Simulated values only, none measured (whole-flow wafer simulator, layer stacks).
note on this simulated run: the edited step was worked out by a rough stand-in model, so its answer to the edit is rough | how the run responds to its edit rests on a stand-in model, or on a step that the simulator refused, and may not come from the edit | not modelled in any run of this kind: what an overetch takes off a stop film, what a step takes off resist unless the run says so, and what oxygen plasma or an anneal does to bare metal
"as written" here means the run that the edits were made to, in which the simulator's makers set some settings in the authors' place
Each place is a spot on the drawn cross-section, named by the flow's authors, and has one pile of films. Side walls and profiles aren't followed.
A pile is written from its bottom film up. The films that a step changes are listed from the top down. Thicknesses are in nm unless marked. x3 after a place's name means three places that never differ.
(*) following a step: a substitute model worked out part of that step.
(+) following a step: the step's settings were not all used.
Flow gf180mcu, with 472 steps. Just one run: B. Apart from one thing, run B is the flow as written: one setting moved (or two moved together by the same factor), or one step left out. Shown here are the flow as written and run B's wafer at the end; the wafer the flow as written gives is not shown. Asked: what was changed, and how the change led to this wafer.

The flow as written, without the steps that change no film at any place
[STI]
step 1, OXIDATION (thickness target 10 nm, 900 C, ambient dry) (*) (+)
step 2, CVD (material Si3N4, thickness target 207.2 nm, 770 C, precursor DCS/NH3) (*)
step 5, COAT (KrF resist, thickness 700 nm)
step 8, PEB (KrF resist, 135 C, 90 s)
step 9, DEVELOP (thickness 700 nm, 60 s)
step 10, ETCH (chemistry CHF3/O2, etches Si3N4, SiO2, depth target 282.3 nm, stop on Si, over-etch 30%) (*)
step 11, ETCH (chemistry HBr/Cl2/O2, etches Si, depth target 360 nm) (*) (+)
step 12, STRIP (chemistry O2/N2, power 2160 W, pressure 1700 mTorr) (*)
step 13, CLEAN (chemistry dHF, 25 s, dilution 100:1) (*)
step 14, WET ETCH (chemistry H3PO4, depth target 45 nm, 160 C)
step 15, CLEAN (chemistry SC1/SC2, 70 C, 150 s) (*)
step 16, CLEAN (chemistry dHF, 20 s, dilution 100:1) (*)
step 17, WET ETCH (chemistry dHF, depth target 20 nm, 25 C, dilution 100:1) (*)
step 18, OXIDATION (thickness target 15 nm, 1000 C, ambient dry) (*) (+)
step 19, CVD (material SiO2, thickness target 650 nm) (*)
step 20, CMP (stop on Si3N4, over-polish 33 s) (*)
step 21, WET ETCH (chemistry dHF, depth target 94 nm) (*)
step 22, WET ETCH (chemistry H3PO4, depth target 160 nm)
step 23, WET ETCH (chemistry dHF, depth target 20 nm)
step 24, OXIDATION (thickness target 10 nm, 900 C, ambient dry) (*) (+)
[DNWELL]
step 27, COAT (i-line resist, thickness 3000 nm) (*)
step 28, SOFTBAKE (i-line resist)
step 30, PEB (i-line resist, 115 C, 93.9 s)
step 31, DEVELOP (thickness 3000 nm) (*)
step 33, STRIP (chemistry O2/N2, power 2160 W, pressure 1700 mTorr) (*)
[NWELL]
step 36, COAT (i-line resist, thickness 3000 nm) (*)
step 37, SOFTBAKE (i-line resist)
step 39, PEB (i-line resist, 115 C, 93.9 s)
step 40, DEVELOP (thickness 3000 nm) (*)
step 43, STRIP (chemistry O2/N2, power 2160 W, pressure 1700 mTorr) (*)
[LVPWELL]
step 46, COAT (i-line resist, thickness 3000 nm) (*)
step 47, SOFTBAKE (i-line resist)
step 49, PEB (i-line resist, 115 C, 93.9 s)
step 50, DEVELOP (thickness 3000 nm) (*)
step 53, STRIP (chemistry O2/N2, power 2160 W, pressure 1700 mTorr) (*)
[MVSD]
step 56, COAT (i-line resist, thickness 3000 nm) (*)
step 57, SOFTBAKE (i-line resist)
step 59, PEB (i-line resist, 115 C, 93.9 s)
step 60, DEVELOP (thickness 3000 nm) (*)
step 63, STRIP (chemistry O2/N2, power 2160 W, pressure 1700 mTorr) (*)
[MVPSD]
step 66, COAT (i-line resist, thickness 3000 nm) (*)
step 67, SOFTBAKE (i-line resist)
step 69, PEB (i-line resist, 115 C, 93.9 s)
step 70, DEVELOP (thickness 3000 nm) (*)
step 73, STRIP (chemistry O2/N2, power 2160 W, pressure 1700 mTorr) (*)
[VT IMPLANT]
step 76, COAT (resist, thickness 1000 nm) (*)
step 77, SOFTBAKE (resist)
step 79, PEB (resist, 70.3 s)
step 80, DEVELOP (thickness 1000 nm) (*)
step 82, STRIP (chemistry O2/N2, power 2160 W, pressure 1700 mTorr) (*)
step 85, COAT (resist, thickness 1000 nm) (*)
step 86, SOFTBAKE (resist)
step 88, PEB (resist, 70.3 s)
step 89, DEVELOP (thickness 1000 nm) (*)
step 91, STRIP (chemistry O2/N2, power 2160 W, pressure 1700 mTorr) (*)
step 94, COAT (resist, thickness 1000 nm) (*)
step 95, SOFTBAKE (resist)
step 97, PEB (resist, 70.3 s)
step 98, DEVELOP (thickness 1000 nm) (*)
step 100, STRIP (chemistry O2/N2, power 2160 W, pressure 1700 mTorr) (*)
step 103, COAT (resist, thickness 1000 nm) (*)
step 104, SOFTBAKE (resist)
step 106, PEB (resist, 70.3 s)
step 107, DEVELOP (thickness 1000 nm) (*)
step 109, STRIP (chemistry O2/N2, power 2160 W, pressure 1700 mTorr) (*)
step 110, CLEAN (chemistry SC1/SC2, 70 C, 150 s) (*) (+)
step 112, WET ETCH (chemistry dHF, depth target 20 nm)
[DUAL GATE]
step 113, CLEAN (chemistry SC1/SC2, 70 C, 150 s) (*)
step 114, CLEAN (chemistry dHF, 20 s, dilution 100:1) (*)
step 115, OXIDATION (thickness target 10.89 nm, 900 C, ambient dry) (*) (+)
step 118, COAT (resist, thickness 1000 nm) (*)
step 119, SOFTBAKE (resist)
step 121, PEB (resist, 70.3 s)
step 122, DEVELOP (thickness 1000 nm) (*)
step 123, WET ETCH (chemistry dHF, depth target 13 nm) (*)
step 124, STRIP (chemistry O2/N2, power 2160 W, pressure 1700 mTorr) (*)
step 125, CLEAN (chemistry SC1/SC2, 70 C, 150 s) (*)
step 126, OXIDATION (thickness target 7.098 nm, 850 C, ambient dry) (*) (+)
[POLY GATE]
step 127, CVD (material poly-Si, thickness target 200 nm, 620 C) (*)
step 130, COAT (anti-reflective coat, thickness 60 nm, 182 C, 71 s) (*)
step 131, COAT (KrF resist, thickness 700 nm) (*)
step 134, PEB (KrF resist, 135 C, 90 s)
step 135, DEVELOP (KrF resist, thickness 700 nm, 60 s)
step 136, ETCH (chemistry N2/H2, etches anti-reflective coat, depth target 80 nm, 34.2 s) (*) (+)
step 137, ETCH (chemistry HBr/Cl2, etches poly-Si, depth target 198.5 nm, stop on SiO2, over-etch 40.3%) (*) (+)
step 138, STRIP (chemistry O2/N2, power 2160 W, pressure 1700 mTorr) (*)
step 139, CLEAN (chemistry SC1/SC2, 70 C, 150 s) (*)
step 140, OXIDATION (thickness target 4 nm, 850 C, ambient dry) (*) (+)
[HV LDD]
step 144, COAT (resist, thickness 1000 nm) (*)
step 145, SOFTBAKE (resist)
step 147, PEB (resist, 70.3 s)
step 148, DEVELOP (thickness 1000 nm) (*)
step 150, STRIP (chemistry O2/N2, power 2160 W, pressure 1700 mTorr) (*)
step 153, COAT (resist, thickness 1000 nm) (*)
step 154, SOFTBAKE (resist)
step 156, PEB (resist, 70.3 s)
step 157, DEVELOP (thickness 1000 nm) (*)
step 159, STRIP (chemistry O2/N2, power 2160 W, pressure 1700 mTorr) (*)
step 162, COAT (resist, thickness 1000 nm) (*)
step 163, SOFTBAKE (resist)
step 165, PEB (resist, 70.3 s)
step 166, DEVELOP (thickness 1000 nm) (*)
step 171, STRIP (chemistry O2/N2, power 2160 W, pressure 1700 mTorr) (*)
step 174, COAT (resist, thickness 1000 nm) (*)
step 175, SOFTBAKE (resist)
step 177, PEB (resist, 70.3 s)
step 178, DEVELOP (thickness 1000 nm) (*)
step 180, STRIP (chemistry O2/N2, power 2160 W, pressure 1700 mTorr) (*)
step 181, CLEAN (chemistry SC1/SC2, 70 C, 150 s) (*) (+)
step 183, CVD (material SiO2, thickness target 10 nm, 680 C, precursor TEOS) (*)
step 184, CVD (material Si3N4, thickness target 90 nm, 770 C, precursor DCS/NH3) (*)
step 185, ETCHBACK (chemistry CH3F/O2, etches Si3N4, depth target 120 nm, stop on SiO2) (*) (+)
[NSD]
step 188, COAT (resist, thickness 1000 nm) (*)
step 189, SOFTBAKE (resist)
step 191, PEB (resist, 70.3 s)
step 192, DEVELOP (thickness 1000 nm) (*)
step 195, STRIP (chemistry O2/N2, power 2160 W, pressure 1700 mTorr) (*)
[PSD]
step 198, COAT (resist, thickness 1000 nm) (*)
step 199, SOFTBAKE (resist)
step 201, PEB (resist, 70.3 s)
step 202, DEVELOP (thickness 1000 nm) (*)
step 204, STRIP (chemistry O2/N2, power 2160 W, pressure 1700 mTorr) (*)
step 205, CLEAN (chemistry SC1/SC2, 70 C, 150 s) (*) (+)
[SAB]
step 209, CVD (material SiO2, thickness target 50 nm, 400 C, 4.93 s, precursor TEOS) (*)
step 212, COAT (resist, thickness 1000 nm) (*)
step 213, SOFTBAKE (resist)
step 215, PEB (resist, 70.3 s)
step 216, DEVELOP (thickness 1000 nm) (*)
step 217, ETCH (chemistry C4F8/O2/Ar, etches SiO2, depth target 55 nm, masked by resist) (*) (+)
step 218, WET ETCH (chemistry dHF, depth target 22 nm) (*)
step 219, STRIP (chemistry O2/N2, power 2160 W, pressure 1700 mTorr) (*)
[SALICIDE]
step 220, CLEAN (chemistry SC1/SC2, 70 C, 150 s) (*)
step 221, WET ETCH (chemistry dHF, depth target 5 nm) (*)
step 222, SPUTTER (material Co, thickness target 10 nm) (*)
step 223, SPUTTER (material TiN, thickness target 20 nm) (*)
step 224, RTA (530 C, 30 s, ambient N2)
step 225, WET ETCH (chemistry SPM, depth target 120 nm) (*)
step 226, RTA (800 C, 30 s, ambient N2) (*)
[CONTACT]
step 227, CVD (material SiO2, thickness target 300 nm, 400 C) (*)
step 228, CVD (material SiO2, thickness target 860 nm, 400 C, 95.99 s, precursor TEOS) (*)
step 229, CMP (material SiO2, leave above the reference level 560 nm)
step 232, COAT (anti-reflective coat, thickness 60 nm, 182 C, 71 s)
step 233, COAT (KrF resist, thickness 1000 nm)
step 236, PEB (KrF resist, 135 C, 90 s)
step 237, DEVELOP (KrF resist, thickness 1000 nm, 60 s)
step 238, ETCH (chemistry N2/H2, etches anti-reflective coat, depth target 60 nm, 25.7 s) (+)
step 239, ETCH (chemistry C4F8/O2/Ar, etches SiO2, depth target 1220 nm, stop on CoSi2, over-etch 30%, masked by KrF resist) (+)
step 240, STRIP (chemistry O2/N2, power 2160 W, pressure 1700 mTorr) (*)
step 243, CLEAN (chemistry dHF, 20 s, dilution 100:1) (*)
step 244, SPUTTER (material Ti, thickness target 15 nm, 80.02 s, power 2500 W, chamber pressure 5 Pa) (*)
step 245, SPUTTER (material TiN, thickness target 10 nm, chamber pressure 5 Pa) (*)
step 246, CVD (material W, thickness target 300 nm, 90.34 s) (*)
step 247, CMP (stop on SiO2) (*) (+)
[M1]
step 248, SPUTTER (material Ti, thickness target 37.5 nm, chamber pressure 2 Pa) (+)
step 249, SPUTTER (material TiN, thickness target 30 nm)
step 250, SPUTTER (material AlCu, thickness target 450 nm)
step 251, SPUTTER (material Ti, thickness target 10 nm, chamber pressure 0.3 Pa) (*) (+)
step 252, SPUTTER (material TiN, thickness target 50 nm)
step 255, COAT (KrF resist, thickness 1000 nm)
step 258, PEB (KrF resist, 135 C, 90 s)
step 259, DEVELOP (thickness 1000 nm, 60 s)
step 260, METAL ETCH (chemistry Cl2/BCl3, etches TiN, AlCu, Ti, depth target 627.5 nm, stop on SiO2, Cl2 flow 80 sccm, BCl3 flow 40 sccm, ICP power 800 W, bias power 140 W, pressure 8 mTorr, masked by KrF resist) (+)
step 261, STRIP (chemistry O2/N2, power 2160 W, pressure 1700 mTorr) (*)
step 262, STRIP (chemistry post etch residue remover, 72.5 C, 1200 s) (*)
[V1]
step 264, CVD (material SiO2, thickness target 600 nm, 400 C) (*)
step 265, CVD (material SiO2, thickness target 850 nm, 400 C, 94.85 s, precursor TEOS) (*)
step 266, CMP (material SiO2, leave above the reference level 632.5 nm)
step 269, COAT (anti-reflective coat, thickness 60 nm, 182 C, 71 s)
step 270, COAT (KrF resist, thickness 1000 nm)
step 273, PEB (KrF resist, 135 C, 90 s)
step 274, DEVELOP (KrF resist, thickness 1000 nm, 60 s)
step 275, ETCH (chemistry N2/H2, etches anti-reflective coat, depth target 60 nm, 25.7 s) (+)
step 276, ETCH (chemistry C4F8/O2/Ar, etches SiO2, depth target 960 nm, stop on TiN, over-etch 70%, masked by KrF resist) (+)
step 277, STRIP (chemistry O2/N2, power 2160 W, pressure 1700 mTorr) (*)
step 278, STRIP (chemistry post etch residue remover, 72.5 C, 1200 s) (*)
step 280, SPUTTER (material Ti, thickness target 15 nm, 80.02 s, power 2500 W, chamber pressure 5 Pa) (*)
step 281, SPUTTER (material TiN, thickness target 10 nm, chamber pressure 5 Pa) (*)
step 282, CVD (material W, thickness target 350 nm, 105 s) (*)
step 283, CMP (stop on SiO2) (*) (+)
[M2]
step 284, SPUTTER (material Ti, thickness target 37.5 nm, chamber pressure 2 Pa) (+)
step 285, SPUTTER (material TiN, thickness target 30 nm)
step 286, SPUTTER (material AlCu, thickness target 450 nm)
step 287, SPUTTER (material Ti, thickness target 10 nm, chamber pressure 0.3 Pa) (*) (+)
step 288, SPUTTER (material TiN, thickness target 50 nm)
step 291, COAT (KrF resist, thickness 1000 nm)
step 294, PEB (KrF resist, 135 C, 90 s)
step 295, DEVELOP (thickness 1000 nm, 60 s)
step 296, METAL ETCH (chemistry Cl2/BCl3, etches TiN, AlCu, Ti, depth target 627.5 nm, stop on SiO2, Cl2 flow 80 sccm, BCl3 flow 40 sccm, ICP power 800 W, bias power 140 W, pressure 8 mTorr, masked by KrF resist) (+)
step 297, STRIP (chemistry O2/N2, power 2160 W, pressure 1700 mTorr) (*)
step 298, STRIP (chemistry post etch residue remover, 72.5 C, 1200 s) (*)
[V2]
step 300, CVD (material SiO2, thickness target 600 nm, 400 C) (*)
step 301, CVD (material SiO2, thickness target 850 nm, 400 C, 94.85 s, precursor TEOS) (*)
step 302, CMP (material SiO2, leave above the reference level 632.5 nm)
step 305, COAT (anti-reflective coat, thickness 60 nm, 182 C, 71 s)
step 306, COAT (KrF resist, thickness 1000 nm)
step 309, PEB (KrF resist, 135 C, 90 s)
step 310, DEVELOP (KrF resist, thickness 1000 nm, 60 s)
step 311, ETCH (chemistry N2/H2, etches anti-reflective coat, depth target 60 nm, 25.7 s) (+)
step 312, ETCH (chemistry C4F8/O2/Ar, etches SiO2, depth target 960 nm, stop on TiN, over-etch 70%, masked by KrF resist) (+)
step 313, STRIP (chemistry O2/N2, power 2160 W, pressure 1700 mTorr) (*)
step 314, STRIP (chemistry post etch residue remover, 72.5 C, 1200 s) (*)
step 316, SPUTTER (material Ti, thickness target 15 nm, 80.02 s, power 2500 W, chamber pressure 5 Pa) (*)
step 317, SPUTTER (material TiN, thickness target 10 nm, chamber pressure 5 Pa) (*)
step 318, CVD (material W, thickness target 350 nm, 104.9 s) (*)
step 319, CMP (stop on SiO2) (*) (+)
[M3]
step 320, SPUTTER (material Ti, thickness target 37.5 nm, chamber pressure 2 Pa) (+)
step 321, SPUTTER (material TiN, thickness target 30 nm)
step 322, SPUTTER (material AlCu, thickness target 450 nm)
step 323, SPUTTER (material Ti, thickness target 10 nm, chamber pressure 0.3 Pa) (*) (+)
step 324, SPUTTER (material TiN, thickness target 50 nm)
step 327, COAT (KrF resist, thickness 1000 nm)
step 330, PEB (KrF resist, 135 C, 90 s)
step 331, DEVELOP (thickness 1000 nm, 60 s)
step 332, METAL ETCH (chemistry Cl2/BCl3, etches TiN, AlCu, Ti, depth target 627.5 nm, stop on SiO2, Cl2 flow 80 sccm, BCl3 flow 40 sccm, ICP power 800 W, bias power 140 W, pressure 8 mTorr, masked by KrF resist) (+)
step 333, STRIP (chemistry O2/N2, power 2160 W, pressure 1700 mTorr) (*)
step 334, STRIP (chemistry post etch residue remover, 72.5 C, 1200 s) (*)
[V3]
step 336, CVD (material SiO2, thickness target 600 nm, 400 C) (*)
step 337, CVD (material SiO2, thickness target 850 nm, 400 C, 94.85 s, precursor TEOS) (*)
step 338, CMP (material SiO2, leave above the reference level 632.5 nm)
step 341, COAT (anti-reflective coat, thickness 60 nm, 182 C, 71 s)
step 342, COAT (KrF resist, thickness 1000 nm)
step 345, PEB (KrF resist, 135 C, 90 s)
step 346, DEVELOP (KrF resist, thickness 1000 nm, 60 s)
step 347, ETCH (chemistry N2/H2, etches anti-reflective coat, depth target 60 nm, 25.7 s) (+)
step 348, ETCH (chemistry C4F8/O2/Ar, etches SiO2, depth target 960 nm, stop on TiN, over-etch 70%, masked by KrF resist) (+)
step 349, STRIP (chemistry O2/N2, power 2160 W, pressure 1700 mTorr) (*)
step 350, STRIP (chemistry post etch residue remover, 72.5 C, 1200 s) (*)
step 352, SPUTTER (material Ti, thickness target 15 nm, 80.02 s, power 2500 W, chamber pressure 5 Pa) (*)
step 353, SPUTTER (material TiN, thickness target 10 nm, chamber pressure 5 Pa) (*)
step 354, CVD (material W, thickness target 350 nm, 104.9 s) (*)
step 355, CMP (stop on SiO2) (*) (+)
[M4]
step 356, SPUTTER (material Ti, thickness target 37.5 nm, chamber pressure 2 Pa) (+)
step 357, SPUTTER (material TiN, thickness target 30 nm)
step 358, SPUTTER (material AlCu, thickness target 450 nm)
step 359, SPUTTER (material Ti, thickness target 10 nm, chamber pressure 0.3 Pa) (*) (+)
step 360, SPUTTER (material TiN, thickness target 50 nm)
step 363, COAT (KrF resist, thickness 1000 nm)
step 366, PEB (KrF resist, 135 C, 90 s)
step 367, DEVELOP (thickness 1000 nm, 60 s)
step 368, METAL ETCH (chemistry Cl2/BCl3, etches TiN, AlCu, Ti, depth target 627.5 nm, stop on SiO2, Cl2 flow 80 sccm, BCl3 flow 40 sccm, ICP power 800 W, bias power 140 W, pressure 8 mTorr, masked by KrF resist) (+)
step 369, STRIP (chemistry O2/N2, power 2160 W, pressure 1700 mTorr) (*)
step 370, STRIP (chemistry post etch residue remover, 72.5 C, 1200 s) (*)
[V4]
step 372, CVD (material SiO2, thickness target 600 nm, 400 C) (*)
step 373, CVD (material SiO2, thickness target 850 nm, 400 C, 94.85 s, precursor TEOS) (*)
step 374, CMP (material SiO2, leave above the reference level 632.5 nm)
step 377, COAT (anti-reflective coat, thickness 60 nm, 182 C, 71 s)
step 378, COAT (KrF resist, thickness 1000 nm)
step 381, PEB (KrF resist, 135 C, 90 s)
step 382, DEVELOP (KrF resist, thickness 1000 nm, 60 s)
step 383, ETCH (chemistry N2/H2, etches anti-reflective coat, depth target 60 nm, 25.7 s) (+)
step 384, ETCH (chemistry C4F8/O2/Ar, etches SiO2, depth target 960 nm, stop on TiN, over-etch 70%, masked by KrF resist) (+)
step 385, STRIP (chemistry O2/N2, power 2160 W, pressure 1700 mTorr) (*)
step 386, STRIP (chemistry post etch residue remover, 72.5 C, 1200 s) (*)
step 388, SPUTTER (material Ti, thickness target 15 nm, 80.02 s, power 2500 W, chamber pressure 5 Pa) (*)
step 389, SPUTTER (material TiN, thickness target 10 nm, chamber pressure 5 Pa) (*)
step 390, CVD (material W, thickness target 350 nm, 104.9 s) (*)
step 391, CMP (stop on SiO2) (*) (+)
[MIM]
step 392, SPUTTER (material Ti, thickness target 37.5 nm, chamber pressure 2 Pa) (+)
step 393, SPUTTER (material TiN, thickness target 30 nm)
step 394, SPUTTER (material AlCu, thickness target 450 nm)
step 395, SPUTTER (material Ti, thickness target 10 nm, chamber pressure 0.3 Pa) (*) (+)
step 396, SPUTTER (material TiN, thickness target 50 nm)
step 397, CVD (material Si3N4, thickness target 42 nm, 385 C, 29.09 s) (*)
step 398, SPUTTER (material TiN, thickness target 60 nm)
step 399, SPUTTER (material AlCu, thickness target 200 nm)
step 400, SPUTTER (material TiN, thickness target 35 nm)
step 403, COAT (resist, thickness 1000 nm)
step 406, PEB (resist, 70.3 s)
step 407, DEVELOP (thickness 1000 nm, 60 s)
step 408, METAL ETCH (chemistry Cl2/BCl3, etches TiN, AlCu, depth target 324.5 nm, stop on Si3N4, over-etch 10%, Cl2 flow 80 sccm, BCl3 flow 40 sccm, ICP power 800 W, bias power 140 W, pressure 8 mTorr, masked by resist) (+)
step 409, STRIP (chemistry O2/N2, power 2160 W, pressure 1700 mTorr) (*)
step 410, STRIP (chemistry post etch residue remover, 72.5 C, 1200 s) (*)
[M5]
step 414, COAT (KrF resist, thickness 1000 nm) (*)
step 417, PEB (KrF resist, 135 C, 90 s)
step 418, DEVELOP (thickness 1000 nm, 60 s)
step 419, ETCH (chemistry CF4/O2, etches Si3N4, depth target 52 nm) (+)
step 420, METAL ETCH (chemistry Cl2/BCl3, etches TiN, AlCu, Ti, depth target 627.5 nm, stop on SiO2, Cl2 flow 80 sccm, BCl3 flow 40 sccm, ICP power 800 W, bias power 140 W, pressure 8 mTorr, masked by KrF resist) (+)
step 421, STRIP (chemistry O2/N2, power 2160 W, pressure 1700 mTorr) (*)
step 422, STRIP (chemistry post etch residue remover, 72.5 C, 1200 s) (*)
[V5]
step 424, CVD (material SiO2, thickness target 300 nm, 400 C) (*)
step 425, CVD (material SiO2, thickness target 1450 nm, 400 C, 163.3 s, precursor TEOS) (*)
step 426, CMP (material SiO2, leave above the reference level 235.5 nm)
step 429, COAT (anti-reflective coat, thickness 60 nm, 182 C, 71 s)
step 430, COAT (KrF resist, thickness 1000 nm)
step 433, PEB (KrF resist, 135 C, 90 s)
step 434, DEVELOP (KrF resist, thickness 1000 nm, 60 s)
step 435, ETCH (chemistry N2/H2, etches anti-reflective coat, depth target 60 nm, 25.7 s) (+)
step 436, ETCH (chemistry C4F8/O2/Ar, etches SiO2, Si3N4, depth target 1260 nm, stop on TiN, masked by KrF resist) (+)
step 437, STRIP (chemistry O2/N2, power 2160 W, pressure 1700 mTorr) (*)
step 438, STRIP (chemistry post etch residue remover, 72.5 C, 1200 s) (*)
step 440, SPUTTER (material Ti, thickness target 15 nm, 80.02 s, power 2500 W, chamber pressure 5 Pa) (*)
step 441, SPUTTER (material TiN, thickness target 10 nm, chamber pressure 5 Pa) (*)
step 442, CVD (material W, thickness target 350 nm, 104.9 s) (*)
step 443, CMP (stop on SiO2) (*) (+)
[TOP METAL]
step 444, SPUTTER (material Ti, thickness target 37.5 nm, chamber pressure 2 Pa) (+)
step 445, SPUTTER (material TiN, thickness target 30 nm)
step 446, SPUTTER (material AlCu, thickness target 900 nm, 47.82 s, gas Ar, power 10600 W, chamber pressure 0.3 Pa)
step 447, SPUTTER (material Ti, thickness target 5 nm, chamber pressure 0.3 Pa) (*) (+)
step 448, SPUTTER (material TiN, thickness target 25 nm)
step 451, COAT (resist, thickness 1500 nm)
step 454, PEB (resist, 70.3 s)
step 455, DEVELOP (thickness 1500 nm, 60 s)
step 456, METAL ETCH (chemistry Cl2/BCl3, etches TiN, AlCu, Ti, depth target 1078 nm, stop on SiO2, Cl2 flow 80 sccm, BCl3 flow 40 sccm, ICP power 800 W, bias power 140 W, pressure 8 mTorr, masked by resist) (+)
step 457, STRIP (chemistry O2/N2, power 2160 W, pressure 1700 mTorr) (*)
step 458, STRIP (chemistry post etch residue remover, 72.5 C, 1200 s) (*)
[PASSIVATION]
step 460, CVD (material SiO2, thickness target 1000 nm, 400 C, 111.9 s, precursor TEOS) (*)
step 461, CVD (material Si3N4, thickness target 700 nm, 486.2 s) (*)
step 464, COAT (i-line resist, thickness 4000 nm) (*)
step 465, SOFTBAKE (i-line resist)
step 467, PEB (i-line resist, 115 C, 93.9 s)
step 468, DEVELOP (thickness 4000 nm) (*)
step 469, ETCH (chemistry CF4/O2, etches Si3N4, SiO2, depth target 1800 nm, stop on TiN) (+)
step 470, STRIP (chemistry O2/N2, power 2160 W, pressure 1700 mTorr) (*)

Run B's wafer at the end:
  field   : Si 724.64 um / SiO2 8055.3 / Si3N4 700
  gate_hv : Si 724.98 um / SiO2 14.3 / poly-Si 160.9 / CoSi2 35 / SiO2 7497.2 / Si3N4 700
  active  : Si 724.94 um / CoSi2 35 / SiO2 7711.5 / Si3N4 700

Cause: step 227, CVD: thickness target 128 nm was run, whereas the flow has thickness target 300 nm.

How this came from the change, step by step:
  step 227, CVD (material SiO2, thickness target 300 nm, 400 C) (*)
      field, field__w1, field__w2 and 58 more: SiO2 gains 128 (in the flow as written it would be: SiO2 gains 300)
      active, p_well, gate and 47 more: SiO2 gains 128 (new film) (in the flow as written it would be: SiO2 gains 300 (new film))
  step 228, CVD (material SiO2, thickness target 860 nm, 400 C, 95.99 s, precursor TEOS) (*)
      field__w3, field__w12: SiO2 gains 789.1 (in the flow as written it would be: SiO2 gains 807.3)
      field__w2: SiO2 gains 793.6 (in the flow as written it would be: SiO2 gains 810.7)
  step 229, CMP (material SiO2, leave above the reference level 560 nm)
      ld_drift_p, ld_drn_p: SiO2 loses 438.3 (in the flow as written it would be: SiO2 loses 425.8)
      nw_enc_fld_lv__w1, nw_enc_fld_lv__w4: SiO2 loses 323.2 (in the flow as written it would be: SiO2 loses 332.2)
      (and at 7 other places as well)
  step 239, ETCH (chemistry C4F8/O2/Ar, etches SiO2, depth target 1220 nm, stop on CoSi2, over-etch 30%, masked by KrF resist) (+)
      field, field__w1, field__w2 and 105 more: KrF resist loses 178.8 (in the flow as written it would be: KrF resist loses 223.5)
      polyc_n, polyc_p: SiO2 loses 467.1 (all of it) (in the flow as written it would be: SiO2 loses 639.1 (all of it))
      (and at 1 other place as well)
  step 240, STRIP (chemistry O2/N2, power 2160 W, pressure 1700 mTorr) (*)
      field, field__w1, field__w2 and 105 more: KrF resist loses 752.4 (all of it), anti-reflective coat loses 60 (all of it) (in the flow as written it would be: KrF resist loses 707.7 (all of it), anti-reflective coat loses 60 (all of it))
  step 244, SPUTTER (material Ti, thickness target 15 nm, 80.02 s, power 2500 W, chamber pressure 5 Pa) (*)
      contact: Ti gains 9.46 (new film) (in the flow as written it would be: Ti gains 8.55 (new film))
  step 245, SPUTTER (material TiN, thickness target 10 nm, chamber pressure 5 Pa) (*)
      contact: TiN gains 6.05 (new film) (in the flow as written it would be: TiN gains 5.48 (new film))
  step 246, CVD (material W, thickness target 300 nm, 90.34 s) (*)
      polyc_n, polyc_p: W gains 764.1 (new film) (in the flow as written it would be: W gains 936.1 (new film))
      contact: W gains 994 (new film) (in the flow as written it would be: W gains 1167.5 (new film))
